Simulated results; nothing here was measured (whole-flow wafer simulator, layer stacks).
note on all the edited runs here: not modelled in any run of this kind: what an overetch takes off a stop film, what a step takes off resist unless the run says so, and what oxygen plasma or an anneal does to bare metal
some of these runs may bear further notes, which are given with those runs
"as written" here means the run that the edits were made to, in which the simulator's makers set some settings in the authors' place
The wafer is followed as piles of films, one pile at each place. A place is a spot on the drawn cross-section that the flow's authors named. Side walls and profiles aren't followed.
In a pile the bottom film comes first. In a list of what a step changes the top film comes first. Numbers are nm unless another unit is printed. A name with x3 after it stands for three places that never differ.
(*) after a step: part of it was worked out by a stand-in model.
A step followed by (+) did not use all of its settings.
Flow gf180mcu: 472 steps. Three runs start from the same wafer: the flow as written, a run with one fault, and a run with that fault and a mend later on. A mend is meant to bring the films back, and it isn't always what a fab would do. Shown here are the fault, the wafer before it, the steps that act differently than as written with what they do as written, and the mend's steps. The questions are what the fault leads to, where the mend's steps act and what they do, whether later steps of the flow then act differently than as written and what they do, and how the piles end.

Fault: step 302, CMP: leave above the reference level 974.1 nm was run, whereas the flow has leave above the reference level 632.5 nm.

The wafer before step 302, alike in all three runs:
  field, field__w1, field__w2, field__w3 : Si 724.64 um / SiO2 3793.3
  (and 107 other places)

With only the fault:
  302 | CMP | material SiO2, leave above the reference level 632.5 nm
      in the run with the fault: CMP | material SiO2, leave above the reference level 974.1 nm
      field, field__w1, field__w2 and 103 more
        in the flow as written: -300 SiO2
        in the run with the fault: nothing
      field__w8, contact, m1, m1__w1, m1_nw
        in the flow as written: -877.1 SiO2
        in the run with the fault: -535.5 SiO2
  Later steps of the flow acting differently than as written (7 more steps, not shown, differ only slightly: by at most 2% or 0.5 nm, whichever is larger):
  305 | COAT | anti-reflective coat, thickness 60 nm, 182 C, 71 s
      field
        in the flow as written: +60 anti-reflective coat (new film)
        in the run with the fault: +76.6 anti-reflective coat (new film)
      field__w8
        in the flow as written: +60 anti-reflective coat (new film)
        in the run with the fault: +36.6 anti-reflective coat (new film)
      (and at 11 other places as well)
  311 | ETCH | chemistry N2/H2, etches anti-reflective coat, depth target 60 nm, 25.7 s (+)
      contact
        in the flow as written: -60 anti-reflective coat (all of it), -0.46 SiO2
        in the run with the fault: -38.1 anti-reflective coat (all of it), -1.02 SiO2
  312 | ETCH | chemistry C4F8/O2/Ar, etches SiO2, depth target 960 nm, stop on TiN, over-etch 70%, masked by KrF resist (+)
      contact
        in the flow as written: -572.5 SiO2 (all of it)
        in the run with the fault: -913.5 SiO2 (all of it)
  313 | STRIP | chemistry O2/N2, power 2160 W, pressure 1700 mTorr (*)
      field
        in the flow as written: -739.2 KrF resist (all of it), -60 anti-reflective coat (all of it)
        in the run with the fault: -731 KrF resist (all of it), -76.6 anti-reflective coat (all of it)
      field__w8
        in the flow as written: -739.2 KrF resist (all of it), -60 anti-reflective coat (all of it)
        in the run with the fault: -735.1 KrF resist (all of it), -36.6 anti-reflective coat (all of it)
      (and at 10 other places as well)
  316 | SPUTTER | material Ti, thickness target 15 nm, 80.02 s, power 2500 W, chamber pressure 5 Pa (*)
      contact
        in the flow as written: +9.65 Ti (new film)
        in the run with the fault: +8.11 Ti (new film)
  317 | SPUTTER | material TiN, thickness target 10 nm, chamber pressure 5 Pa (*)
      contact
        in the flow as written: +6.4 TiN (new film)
        in the run with the fault: +5.38 TiN (new film)
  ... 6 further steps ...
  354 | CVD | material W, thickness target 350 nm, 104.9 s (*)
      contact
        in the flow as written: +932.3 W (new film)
        in the run with the fault: +972.4 W (new film)
  The piles end different from the flow's at field, field__w1, field__w2 and 109 more by more than 2% or 0.5 nm, whichever is larger.
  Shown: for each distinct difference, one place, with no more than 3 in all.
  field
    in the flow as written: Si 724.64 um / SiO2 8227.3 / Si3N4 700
    in the run with the fault: Si 724.64 um / SiO2 8567.3 / Si3N4 700
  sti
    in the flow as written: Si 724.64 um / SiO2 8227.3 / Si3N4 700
    in the run with the fault: Si 724.64 um / SiO2 8567.2 / Si3N4 700
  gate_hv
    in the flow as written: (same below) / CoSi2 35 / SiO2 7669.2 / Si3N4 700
    in the run with the fault: (same below) / CoSi2 35 / SiO2 8009.1 / Si3N4 700

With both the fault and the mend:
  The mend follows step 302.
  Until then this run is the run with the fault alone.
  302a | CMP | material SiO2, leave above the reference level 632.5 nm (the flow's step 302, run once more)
      field, field__w1, field__w2 and 103 more
        -300 SiO2
      field__w8, contact, m1, m1__w1, m1_nw
        -341.6 SiO2
  Every later step of the flow that is run acts as written at every place that is followed.
  By the end, the piles equal the flow's at every place that both follow.
